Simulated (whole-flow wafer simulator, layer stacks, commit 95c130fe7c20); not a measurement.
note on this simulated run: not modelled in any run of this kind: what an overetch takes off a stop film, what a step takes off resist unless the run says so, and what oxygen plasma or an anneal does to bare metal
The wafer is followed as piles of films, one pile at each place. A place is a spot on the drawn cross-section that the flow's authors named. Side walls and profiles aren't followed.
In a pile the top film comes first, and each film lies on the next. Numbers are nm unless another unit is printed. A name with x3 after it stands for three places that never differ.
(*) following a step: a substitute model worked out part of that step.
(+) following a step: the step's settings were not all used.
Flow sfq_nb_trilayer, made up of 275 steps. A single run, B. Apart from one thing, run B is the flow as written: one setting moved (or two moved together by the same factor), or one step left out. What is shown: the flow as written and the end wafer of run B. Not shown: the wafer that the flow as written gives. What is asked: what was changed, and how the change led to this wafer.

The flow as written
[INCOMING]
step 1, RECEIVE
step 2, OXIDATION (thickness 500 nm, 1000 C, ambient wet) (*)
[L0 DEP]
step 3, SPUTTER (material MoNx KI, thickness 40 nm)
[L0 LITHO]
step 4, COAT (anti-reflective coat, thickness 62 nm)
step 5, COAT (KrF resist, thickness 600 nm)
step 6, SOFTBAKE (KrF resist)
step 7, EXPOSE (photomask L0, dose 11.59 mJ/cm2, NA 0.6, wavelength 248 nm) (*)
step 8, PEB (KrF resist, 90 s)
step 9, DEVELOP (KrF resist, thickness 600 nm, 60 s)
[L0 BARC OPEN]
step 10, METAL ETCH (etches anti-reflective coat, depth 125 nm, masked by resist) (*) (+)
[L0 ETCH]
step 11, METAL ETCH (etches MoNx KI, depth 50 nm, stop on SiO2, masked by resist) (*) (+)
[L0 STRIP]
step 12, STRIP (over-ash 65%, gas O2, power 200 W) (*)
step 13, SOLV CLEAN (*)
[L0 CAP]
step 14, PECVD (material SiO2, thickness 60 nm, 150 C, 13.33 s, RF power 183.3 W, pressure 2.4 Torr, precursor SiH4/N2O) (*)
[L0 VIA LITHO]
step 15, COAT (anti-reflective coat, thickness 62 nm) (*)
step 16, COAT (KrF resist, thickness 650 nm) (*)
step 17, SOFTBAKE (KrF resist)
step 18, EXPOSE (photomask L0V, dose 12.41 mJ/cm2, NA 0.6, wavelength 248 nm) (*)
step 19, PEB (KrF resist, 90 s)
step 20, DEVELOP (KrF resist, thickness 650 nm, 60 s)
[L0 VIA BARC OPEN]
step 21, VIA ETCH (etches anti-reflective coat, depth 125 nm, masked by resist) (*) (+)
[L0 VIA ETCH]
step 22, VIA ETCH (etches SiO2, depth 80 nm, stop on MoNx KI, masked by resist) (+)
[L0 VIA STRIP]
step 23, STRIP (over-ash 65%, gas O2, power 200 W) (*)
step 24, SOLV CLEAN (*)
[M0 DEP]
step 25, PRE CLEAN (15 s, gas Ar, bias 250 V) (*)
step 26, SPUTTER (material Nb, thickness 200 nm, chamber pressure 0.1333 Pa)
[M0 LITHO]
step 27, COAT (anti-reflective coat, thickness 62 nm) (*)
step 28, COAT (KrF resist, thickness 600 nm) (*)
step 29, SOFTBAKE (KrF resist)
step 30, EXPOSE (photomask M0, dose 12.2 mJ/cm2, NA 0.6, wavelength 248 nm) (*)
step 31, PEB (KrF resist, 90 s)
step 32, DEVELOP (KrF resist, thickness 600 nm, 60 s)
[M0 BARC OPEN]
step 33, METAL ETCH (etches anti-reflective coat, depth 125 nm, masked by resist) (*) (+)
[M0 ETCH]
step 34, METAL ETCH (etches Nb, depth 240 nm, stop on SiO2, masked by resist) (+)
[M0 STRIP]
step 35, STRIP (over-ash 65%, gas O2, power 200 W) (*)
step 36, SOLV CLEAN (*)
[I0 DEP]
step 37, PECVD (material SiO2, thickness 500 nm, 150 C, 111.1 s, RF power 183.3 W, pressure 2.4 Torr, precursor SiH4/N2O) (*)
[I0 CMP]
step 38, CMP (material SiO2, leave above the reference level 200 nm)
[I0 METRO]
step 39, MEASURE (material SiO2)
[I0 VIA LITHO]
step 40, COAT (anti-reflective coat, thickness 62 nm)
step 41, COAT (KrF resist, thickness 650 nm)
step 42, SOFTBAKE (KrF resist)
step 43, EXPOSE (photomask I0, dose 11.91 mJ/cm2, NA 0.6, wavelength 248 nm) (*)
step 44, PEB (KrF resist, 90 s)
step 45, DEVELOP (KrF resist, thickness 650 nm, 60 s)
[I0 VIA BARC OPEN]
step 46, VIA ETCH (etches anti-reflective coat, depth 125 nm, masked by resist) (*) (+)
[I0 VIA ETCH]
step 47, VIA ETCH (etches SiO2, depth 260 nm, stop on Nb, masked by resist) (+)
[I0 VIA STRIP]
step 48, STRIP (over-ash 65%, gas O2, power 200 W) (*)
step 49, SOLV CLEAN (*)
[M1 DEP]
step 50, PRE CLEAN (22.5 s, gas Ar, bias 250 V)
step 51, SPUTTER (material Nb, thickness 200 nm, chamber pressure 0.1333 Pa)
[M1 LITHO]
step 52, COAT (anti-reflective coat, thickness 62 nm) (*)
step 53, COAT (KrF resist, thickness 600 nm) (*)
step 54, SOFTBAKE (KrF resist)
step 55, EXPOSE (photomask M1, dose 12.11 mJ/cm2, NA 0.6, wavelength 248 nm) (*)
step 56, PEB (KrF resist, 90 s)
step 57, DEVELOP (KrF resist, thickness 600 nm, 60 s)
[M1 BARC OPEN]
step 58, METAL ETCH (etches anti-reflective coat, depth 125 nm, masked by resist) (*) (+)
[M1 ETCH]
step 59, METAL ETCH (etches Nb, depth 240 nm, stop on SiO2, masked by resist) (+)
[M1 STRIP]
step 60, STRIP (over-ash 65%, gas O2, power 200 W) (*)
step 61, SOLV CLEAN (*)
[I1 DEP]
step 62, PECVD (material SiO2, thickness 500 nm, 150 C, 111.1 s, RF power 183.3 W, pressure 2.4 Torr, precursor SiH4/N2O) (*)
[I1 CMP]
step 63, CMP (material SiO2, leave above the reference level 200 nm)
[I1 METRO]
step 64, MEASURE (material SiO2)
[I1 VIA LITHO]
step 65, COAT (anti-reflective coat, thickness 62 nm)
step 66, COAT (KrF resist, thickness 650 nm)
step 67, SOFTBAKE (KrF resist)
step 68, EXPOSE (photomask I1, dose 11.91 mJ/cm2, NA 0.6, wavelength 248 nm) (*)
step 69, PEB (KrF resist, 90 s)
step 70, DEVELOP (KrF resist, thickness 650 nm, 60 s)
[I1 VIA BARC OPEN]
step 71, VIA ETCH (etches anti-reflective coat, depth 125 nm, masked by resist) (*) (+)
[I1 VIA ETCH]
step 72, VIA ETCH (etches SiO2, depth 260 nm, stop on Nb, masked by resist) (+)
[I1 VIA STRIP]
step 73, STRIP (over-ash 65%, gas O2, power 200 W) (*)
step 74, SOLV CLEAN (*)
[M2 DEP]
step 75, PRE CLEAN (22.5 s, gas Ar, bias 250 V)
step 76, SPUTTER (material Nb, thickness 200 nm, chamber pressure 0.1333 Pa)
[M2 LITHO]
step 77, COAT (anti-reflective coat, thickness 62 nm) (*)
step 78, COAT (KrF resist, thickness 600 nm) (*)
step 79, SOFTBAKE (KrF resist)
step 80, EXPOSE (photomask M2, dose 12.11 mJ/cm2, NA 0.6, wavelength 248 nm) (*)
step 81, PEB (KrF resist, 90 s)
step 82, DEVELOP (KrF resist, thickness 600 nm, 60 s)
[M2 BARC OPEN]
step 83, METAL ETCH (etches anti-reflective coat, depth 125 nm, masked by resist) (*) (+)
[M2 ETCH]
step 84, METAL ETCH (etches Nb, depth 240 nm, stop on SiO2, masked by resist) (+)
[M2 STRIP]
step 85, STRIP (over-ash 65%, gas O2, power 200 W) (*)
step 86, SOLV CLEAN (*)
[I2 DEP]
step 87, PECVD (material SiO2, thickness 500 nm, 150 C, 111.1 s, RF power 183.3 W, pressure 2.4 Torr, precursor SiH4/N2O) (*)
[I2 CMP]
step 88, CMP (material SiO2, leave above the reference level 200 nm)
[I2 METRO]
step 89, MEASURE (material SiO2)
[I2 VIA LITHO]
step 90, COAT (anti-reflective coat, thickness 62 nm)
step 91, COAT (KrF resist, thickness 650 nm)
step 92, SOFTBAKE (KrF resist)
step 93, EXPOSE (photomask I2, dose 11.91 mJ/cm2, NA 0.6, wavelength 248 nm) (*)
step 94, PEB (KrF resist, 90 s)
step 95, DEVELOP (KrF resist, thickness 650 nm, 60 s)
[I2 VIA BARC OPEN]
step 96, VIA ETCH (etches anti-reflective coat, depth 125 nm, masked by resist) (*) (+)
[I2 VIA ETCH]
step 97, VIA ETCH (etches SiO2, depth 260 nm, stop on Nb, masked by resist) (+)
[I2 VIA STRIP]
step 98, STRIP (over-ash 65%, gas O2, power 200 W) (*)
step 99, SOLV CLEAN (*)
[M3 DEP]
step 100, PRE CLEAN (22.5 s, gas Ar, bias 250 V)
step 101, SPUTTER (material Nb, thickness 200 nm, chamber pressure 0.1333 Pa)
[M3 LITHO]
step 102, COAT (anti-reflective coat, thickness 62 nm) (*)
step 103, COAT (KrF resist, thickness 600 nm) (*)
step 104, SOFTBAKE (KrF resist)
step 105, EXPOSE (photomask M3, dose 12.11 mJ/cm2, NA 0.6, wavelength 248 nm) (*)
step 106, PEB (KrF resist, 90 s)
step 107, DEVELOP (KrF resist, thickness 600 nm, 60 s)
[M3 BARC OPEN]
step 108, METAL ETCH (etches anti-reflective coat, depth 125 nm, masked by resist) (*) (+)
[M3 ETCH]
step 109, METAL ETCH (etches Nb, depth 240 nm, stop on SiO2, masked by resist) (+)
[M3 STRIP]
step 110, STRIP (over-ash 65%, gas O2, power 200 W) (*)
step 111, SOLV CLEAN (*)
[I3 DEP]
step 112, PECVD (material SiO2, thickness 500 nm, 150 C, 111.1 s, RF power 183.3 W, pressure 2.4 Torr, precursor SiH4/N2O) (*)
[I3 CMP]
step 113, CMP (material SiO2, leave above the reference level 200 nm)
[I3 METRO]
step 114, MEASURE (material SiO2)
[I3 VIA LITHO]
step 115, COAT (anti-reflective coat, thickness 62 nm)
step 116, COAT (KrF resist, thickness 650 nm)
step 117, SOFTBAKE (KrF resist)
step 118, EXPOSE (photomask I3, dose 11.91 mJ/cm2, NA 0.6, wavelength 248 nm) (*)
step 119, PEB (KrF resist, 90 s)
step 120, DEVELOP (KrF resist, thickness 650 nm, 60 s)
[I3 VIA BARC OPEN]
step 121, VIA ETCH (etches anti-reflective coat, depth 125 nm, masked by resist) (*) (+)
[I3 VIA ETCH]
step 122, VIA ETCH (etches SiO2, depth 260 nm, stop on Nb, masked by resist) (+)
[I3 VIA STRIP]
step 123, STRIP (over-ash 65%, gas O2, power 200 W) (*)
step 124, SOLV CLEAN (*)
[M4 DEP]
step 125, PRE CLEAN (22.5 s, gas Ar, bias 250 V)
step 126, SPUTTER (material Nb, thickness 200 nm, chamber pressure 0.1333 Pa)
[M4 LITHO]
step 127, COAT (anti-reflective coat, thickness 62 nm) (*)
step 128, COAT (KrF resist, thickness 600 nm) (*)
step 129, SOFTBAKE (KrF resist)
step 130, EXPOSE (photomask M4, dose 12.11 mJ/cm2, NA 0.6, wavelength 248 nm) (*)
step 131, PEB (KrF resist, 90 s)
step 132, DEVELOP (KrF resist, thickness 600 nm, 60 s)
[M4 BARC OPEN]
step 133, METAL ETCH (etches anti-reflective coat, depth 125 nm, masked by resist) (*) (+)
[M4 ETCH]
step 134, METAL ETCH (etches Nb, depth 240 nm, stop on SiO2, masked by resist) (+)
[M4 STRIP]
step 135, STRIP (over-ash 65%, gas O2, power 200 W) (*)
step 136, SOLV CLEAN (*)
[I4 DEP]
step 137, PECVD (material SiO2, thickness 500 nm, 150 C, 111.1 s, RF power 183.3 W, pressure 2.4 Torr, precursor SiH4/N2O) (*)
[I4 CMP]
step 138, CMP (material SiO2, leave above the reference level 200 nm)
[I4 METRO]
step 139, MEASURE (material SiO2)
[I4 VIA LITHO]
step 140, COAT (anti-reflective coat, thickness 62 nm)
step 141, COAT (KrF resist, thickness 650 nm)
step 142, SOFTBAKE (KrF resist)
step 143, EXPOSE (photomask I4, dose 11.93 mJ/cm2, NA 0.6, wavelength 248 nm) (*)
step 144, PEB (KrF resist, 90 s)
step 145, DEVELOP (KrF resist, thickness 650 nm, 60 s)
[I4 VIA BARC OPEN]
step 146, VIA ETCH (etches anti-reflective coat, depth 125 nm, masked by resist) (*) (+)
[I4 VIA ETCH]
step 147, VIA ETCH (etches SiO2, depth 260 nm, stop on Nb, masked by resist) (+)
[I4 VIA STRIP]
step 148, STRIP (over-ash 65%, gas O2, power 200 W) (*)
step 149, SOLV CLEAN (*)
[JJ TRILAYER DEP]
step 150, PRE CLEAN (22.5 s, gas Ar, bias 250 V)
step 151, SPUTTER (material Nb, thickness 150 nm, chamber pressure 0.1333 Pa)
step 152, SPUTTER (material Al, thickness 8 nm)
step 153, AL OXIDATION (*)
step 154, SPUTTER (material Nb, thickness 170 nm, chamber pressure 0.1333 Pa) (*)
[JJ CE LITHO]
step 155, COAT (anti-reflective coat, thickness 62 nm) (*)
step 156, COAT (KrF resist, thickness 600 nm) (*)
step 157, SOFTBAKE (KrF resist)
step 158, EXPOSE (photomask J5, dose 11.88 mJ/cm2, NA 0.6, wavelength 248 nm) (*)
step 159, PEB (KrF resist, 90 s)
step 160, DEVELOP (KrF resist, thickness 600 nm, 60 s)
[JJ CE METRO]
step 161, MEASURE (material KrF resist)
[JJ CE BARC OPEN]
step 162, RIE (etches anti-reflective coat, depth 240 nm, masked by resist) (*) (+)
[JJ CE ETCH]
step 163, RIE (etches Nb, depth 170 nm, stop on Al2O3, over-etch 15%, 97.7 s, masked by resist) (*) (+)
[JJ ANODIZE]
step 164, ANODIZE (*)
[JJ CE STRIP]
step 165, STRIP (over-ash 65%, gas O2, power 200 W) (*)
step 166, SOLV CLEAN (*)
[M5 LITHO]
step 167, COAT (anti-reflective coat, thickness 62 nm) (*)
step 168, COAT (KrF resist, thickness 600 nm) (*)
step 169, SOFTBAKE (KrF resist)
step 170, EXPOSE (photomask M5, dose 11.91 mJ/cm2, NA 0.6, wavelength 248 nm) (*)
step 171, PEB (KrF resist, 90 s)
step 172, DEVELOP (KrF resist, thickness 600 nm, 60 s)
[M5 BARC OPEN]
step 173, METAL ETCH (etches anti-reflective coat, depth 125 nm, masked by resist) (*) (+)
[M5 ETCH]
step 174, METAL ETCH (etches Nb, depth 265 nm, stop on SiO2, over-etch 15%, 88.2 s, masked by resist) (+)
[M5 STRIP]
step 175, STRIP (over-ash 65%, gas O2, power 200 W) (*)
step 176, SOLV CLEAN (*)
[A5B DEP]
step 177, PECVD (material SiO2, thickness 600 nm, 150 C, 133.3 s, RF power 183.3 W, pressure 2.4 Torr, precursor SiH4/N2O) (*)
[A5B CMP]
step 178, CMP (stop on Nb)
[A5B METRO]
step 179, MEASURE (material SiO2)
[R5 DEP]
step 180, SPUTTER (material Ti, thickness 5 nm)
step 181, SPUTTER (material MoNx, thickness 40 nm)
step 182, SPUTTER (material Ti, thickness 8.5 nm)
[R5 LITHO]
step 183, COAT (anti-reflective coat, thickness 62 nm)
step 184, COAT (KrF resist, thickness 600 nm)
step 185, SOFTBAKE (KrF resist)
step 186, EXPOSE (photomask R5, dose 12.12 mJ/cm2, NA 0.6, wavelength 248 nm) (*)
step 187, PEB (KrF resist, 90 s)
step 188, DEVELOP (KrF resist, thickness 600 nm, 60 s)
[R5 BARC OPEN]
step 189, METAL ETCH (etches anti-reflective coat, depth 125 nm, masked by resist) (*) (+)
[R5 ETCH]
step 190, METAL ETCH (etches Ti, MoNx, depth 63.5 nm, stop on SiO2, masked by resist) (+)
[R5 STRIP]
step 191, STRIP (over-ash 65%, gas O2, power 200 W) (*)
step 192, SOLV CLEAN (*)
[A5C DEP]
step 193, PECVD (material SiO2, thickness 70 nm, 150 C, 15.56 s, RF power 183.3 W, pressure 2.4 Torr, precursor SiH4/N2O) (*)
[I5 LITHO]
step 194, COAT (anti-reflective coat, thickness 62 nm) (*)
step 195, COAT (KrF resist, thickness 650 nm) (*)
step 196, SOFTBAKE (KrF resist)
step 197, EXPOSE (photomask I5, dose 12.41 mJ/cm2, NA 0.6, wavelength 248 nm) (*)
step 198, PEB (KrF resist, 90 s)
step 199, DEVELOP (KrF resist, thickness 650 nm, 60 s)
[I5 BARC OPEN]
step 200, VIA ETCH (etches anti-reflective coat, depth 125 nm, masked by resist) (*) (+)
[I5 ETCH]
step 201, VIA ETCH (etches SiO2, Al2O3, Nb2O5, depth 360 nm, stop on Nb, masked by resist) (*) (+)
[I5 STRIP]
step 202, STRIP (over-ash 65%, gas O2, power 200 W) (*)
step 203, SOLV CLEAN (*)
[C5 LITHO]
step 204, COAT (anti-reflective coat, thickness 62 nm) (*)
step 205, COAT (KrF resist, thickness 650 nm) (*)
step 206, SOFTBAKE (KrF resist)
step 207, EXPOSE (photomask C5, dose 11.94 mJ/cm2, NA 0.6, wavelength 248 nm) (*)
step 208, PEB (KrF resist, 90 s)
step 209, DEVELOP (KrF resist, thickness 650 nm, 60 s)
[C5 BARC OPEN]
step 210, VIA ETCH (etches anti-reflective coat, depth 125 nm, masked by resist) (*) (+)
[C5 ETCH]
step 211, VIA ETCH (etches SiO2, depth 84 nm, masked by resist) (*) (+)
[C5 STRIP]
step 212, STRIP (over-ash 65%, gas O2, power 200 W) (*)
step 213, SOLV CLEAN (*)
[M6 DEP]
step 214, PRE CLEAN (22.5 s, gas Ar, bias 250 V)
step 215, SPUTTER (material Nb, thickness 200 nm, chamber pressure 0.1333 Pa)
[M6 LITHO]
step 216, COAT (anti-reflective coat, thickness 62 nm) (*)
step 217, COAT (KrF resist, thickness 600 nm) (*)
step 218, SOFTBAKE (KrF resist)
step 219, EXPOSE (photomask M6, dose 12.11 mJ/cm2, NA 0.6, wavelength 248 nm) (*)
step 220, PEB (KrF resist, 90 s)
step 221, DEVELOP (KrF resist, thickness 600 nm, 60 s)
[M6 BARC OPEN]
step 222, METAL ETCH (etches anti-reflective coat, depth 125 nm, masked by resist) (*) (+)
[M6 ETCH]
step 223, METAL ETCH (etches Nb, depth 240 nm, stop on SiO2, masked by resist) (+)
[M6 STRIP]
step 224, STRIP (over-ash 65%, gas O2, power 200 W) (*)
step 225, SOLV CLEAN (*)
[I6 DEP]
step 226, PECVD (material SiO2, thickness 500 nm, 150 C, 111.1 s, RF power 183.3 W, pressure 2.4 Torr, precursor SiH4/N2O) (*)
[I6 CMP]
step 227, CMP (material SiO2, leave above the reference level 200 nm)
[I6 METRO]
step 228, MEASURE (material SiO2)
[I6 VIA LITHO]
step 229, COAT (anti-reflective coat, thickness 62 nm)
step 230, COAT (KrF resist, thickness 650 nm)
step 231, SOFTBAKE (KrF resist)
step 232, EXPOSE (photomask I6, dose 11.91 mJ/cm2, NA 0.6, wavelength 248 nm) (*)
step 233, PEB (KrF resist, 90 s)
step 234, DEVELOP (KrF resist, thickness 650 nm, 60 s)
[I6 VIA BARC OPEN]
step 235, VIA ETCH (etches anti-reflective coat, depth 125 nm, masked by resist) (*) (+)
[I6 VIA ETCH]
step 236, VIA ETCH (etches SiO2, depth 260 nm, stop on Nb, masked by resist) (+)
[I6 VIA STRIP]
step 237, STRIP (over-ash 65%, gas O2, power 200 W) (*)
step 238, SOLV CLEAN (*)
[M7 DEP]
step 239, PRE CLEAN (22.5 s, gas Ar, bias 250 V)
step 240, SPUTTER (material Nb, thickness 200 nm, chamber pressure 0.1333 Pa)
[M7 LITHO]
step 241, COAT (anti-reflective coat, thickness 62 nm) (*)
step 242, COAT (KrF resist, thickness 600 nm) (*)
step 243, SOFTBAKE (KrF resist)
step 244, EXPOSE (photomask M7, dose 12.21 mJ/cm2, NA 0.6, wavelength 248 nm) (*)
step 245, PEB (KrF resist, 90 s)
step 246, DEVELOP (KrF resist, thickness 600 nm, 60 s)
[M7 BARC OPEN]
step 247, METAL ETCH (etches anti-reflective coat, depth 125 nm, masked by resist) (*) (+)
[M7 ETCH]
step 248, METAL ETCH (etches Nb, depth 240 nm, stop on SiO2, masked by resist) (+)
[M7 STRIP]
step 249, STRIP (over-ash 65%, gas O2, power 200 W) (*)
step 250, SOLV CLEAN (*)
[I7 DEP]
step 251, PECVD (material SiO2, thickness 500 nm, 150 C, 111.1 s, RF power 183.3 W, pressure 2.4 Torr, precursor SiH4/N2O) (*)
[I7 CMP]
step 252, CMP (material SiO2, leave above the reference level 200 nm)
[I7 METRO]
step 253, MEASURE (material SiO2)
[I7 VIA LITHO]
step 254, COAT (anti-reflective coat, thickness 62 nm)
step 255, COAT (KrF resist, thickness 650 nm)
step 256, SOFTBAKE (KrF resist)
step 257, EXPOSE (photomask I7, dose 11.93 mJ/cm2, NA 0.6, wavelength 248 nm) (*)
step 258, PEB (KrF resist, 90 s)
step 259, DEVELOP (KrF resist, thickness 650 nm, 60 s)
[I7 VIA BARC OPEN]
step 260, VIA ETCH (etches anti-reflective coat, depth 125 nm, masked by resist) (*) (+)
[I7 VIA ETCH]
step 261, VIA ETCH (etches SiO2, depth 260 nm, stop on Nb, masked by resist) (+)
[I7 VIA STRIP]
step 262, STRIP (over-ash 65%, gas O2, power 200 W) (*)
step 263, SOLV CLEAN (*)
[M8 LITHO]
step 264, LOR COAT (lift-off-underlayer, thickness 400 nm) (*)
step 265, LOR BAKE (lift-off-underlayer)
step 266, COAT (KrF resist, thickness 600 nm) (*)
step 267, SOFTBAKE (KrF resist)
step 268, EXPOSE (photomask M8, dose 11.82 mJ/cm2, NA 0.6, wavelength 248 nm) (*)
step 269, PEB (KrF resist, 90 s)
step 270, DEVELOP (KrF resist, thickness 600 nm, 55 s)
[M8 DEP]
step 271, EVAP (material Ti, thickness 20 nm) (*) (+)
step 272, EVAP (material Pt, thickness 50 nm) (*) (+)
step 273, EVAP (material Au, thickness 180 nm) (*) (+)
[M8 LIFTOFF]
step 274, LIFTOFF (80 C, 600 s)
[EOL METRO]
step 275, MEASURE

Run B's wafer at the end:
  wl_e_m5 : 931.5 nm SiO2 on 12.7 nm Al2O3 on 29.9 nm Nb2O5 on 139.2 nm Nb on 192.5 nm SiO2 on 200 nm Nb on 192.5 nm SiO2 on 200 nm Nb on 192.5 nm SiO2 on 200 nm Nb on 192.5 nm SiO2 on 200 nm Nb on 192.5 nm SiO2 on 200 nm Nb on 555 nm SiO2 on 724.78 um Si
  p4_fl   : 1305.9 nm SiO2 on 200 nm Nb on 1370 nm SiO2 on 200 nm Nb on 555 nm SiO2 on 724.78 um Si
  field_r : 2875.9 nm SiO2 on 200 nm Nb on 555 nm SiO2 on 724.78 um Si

What caused this: step 240, SPUTTER: thickness 130 nm was run, while the flow as written has thickness 200 nm.

The path from the change to this, step by step:
  step 240, SPUTTER (material Nb, thickness 200 nm, chamber pressure 0.1333 Pa)
      field_l, v_sur, via_wl and 102 more: +130 Nb (new film) (as written it would have been: +200 Nb (new film))
      via_v: +104.6 Nb (as written it would have been: +161.1 Nb)
  step 241, COAT (anti-reflective coat, thickness 62 nm) (*)
      via_v: +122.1 anti-reflective coat (new film) (as written it would have been: +126 anti-reflective coat (new film))
  step 248, METAL ETCH (etches Nb, depth 240 nm, stop on SiO2, masked by resist) (+)
      field_l, field_r, lsp_l and 62 more: -130 Nb (all of it) (as written it would have been: -200 Nb (all of it))
      v_sur, via_wl, via_w and 38 more: -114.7 KrF resist (as written it would have been: -141.2 KrF resist)
  step 249, STRIP (over-ash 65%, gas O2, power 200 W) (*)
      wl_j_sl, wl_jj, wl_j_sr and 14 more: -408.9 KrF resist (all of it), -62 anti-reflective coat (all of it) (as written it would have been: -382.4 KrF resist (all of it), -62 anti-reflective coat (all of it))
      ln_m5, lsp_m, ln_m6, lsp_r: -408.4 KrF resist (all of it), -61.8 anti-reflective coat (all of it) (as written it would have been: -381.9 KrF resist (all of it), -61.8 anti-reflective coat (all of it))
      (as well as at 20 more places)
  step 251, PECVD (material SiO2, thickness 500 nm, 150 C, 111.1 s, RF power 183.3 W, pressure 2.4 Torr, precursor SiH4/N2O) (*)
      m7r_space_l x2: +500 SiO2 (as written it would have been: +557.1 SiO2)
      via_v: +600 SiO2 (new film) (as written it would have been: +621 SiO2 (new film))
  step 252, CMP (material SiO2, leave above the reference level 200 nm)
      field_l, p4_fl, p4_fm and 56 more: -170 SiO2 (as written it would have been: -100 SiO2)
      field_r, lsp_l: -155.5 SiO2 (as written it would have been: -77.7 SiO2)
      (as well as at 5 more places)
